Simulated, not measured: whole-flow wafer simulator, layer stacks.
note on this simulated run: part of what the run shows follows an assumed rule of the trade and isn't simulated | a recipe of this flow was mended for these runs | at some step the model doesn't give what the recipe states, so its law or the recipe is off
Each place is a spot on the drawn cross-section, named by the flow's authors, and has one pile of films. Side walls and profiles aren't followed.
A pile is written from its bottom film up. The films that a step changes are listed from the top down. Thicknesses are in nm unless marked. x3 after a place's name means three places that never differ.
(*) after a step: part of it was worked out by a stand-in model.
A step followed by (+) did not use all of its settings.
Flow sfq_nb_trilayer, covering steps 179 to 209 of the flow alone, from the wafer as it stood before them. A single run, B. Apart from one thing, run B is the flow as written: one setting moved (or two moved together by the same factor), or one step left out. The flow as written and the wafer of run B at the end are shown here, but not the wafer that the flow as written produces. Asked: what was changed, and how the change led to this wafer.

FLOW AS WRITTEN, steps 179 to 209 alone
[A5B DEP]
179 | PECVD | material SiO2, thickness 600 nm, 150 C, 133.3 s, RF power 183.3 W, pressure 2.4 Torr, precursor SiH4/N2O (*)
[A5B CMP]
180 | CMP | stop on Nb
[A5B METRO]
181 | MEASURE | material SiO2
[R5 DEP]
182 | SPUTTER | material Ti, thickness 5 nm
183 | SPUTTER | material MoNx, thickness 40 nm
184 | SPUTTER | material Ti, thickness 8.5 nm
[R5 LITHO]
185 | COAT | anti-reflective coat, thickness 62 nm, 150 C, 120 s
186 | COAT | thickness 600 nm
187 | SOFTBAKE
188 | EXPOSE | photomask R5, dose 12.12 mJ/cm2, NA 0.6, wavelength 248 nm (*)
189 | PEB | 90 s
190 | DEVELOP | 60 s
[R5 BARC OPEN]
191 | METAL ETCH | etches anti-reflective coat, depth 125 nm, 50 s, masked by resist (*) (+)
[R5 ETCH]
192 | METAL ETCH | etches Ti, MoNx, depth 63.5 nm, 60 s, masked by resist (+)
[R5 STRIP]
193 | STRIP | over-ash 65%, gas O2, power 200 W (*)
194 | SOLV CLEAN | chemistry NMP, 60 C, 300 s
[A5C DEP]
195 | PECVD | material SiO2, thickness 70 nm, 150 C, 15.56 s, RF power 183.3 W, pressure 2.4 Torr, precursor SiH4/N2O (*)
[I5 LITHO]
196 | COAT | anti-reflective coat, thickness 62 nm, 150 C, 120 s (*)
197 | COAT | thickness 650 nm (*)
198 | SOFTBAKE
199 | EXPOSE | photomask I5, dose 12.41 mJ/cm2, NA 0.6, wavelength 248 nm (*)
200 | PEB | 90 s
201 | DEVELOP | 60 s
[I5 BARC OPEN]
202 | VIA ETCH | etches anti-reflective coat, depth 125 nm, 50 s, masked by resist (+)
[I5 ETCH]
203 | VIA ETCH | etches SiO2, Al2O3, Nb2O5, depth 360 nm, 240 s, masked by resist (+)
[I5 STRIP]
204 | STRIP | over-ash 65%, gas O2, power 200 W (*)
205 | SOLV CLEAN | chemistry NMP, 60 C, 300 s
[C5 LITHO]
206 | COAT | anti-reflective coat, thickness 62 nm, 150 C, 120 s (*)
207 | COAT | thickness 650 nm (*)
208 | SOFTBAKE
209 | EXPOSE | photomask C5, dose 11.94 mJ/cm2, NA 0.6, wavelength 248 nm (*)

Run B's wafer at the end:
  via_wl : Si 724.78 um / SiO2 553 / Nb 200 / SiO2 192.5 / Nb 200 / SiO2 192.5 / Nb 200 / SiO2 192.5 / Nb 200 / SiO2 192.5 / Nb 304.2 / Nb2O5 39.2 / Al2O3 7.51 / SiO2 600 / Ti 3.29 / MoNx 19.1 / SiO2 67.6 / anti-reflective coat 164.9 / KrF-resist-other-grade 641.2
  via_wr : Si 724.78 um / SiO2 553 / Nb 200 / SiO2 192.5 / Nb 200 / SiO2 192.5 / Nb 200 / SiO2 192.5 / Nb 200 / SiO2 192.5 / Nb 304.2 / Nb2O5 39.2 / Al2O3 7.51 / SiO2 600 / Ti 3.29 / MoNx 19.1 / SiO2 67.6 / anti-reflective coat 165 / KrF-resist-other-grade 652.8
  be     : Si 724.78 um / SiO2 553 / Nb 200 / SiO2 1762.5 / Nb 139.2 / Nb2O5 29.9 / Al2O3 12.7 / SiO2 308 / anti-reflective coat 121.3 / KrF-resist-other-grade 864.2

Cause: step 180, CMP: stop on Nb, was skipped.

Step by step, how the change led to this:
  182 | SPUTTER | material Ti, thickness 5 nm
      via_wl, via_wr: +3.29 Ti (new film) (as written it would have been: +5 Ti (new film))
      r_sur: +4.07 Ti (new film) (as written it would have been: +5 Ti (new film))
  183 | SPUTTER | material MoNx, thickness 40 nm
      lsp_m, ln_m6, lsp_r, l0_sur, l0v: +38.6 MoNx (new film) (as written it would have been: +40 MoNx (new film))
      via_wl, via_wr: +26.9 MoNx (new film) (as written it would have been: +40 MoNx (new film))
      (as well as at 3 more places)
  184 | SPUTTER | material Ti, thickness 8.5 nm
      via_wl, via_wr: +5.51 Ti (new film) (as written it would have been: +8.5 Ti (new film))
      via_w: +7.77 Ti (new film) (as written it would have been: +8.5 Ti (new film))
      (as well as at 2 more places)
  185 | COAT | anti-reflective coat, thickness 62 nm, 150 C, 120 s
      p3_s3, p3_l4, p3_s4: +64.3 anti-reflective coat (new film) (as written it would have been: +62 anti-reflective coat (new film))
      wl_a_sr, m5r_linepad_l, m5r_linepad_r: +34.5 anti-reflective coat (new film) (as written it would have been: +62 anti-reflective coat (new film))
      (as well as at 68 more places)
  186 | COAT | thickness 600 nm
      ln_m6, m5r_space_r: +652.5 KrF-resist-other-grade (new film) (as written it would have been: +600 KrF-resist-other-grade (new film))
      wl_b_sl, wl_d_sl: +612.6 KrF-resist-other-grade (new film) (as written it would have been: +600 KrF-resist-other-grade (new film))
      (as well as at 53 more places)
  190 | DEVELOP | 60 s
      ln_m6, m5r_space_l, m5r_space_r: -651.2 KrF-resist-other-grade (all of it) (as written it would have been: -598.7 KrF-resist-other-grade (all of it))
      wl_b_sl, wl_d_sl: -611.3 KrF-resist-other-grade (all of it) (as written it would have been: -598.7 KrF-resist-other-grade (all of it))
      (as well as at 48 more places)
  191 | METAL ETCH | etches anti-reflective coat, depth 125 nm, 50 s, masked by resist (*) (+)
      field_l, via_wl, via_wr, sp_r, lsp_l, wl_j_sl, wl_a_sl: -125 anti-reflective coat (as written it would have been: -62 anti-reflective coat (all of it))
      p3_s3, p3_l4, p3_s4: -64.3 anti-reflective coat (all of it) (as written it would have been: -62 anti-reflective coat (all of it))
      (as well as at 60 more places)
  192 | METAL ETCH | etches Ti, MoNx, depth 63.5 nm, 60 s, masked by resist (+)
      ce_l, c5j, ce_r, wl_jj: -8.5 Ti (all of it), -40 MoNx (all of it), -5 Ti (all of it), -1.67 SiO2 (as written it would have been: -8.5 Ti (all of it), -40 MoNx (all of it), -5 Ti (all of it), -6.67 Nb)
      field_l: -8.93 anti-reflective coat (all of it), -8.5 Ti (all of it), -40 MoNx (all of it), -5 Ti (all of it), -1.18 SiO2 (as written it would have been: -8.5 Ti (all of it), -40 MoNx (all of it), -5 Ti (all of it), -1.67 SiO2)
      (as well as at 12 more places)
  193 | STRIP | over-ash 65%, gas O2, power 200 W (*)
      be_r: -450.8 KrF-resist-other-grade (all of it), -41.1 anti-reflective coat (all of it) (as written it would have been: -480.4 KrF-resist-other-grade (all of it), -62 anti-reflective coat (all of it))
      r_sur: -465 KrF-resist-other-grade (all of it), -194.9 anti-reflective coat (all of it) (as written it would have been: -480.4 KrF-resist-other-grade (all of it), -62 anti-reflective coat (all of it))
      (as well as at 2 more places)
  195 | PECVD | material SiO2, thickness 70 nm, 150 C, 15.56 s, RF power 183.3 W, pressure 2.4 Torr, precursor SiH4/N2O (*)
      ce_l, c5j, ce_r, wl_jj: +70 SiO2 (as written it would have been: +70 SiO2 (new film))
      via_wl, via_wr: +67.6 SiO2 (new film) (as written it would have been: +70 SiO2)
      (as well as at 2 more places)
  196 | COAT | anti-reflective coat, thickness 62 nm, 150 C, 120 s (*)
      via_wl, via_wr: +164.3 anti-reflective coat (new film) (as written it would have been: +62.3 anti-reflective coat (new film))
      p4_g1, p3_l5: +65.7 anti-reflective coat (new film) (as written it would have been: +62 anti-reflective coat (new film))
      (as well as at 70 more places)
  197 | COAT | thickness 650 nm (*)
      m5r_line_l, m5r_line_r: +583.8 KrF-resist-other-grade (new film) (as written it would have been: +650 KrF-resist-other-grade (new film))
      m5r_space_l, m5r_space_r: +699.7 KrF-resist-other-grade (new film) (as written it would have been: +650 KrF-resist-other-grade (new film))
      (as well as at 49 more places)
  201 | DEVELOP | 60 s
      be: -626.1 KrF-resist-other-grade (all of it) (as written it would have been: -649.5 KrF-resist-other-grade (all of it))
  202 | VIA ETCH | etches anti-reflective coat, depth 125 nm, 50 s, masked by resist (+)
      be: -49 anti-reflective coat (all of it), -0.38 SiO2 (as written it would have been: -62.7 anti-reflective coat (all of it), -0.31 SiO2)
  203 | VIA ETCH | etches SiO2, Al2O3, Nb2O5, depth 360 nm, 240 s, masked by resist (+)
      be: -360 SiO2 (as written it would have been: -214.5 SiO2 (all of it), -12.7 Al2O3 (all of it), -29.9 Nb2O5 (all of it), -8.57 Nb)
  204 | STRIP | over-ash 65%, gas O2, power 200 W (*)
      m5r_line_l, m5r_line_r: -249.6 KrF-resist-other-grade (all of it), -50 anti-reflective coat (all of it) (as written it would have been: -315.7 KrF-resist-other-grade (all of it), -62 anti-reflective coat (all of it))
      m5r_space_l, m5r_space_r: -365.2 KrF-resist-other-grade (all of it), -116.4 anti-reflective coat (all of it) (as written it would have been: -315.7 KrF-resist-other-grade (all of it), -62 anti-reflective coat (all of it))
      (as well as at 72 more places)
  ... 1 other step ...
  207 | COAT | thickness 650 nm (*)
      m5r_line_l, m5r_line_r: +583.8 KrF-resist-other-grade (new film) (as written it would have been: +650 KrF-resist-other-grade (new film))
      m5r_space_l, m5r_space_r: +699.7 KrF-resist-other-grade (new film) (as written it would have been: +650 KrF-resist-other-grade (new film))
      (as well as at 50 more places)
Taking metal films that touch as one body, via_wl has 6 bodies (between them, from the top down: SiO2 600 / Al2O3 7.51 / Nb2O5 39.2; SiO2 192.5; SiO2 192.5; SiO2 192.5; SiO2 192.5); the flow as written gives 5 bodies (between them, from the top down: SiO2 192.5; SiO2 192.5; SiO2 192.5; SiO2 192.5).
Taking metal films that touch as one body, via_wr has 6 bodies (between them, from the top down: SiO2 600 / Al2O3 7.51 / Nb2O5 39.2; SiO2 192.5; SiO2 192.5; SiO2 192.5; SiO2 192.5); the flow as written gives 5 bodies (between them, from the top down: SiO2 192.5; SiO2 192.5; SiO2 192.5; SiO2 192.5).
